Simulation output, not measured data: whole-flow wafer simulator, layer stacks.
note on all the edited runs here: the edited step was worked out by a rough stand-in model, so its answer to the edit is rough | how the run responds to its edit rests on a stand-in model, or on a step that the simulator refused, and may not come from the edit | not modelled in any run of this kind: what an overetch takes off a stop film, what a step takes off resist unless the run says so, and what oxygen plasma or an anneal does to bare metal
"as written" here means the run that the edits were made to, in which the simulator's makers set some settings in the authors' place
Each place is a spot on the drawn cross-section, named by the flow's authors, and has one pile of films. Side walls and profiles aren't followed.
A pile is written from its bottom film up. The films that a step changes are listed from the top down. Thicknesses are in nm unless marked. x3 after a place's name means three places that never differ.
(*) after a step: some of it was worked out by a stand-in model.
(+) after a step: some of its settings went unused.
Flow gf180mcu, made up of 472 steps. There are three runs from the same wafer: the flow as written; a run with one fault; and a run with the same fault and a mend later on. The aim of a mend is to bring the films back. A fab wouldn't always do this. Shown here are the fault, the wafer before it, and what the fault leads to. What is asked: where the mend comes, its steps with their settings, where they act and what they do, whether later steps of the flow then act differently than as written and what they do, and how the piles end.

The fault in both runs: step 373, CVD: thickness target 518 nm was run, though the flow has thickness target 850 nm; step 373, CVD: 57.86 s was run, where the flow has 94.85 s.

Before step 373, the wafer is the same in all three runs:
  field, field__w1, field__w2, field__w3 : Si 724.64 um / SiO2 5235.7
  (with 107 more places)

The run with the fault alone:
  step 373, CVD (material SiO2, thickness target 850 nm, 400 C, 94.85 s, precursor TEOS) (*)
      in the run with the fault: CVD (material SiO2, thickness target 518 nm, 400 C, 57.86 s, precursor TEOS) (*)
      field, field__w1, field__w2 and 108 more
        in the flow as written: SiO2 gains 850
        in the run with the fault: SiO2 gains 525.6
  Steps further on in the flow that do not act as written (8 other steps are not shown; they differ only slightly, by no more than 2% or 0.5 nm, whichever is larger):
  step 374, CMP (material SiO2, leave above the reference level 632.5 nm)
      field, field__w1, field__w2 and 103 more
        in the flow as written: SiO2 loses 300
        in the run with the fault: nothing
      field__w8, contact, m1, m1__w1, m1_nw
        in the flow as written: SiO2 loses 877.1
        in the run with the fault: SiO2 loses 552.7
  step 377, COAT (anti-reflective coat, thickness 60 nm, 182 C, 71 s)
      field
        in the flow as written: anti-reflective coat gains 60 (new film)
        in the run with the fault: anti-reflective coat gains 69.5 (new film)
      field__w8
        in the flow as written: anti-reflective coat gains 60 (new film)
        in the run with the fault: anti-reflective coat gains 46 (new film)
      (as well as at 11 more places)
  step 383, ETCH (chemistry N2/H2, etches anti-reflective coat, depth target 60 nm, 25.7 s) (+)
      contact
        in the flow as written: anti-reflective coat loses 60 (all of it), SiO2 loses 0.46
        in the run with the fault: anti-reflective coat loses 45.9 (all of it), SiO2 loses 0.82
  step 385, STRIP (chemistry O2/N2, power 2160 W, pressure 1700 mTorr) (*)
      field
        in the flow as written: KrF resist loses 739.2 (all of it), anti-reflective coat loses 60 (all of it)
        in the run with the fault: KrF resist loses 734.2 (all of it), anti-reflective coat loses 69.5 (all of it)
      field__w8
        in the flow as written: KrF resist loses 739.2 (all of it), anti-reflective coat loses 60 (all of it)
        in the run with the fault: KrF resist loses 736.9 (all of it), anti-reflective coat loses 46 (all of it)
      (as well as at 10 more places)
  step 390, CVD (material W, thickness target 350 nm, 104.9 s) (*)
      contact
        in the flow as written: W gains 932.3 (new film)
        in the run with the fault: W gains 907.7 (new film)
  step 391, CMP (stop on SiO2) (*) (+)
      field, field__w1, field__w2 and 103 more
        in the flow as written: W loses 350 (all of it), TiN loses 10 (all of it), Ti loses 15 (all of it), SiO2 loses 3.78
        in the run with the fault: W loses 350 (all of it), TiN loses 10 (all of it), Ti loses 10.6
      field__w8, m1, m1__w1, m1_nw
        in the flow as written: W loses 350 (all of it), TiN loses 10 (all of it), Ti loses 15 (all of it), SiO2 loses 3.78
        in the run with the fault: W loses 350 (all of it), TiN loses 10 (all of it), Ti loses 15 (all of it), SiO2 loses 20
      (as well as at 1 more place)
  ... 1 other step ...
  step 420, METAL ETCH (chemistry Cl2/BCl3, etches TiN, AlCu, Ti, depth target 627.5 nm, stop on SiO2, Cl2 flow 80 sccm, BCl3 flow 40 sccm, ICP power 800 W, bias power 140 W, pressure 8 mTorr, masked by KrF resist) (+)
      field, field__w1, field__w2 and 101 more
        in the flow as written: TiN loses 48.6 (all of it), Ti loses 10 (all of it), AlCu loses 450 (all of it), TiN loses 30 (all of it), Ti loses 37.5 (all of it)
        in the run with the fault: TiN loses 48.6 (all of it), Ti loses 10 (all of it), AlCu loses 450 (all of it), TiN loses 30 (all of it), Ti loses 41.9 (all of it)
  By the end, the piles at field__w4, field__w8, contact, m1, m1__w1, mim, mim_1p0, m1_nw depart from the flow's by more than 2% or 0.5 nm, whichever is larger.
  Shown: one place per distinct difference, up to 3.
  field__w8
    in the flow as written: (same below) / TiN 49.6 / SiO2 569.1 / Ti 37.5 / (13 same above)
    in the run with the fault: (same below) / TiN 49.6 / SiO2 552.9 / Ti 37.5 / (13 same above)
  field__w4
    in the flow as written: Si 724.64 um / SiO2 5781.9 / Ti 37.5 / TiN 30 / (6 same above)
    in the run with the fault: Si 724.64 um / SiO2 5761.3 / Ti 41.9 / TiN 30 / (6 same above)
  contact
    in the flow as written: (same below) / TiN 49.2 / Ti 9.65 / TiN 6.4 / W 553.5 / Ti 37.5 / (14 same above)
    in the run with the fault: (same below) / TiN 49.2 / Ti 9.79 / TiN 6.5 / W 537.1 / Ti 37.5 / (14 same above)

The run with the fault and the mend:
  The mend follows step 373.
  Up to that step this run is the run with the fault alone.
  step 373a, CVD (material SiO2, thickness target 332 nm, 400 C, 37.05 s, precursor TEOS) (*) (the flow's step 373 again, with other settings)
      field, field__w1, field__w2 and 108 more
        SiO2 gains 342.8
  Steps further on in the flow that do not act as written:
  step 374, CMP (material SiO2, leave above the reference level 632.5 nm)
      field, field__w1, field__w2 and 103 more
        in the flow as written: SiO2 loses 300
        in the run with the mend: SiO2 loses 318.4
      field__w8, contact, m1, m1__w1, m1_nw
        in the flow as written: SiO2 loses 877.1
        in the run with the mend: SiO2 loses 895.5
  By the end, the piles equal the flow's at every place that both follow.
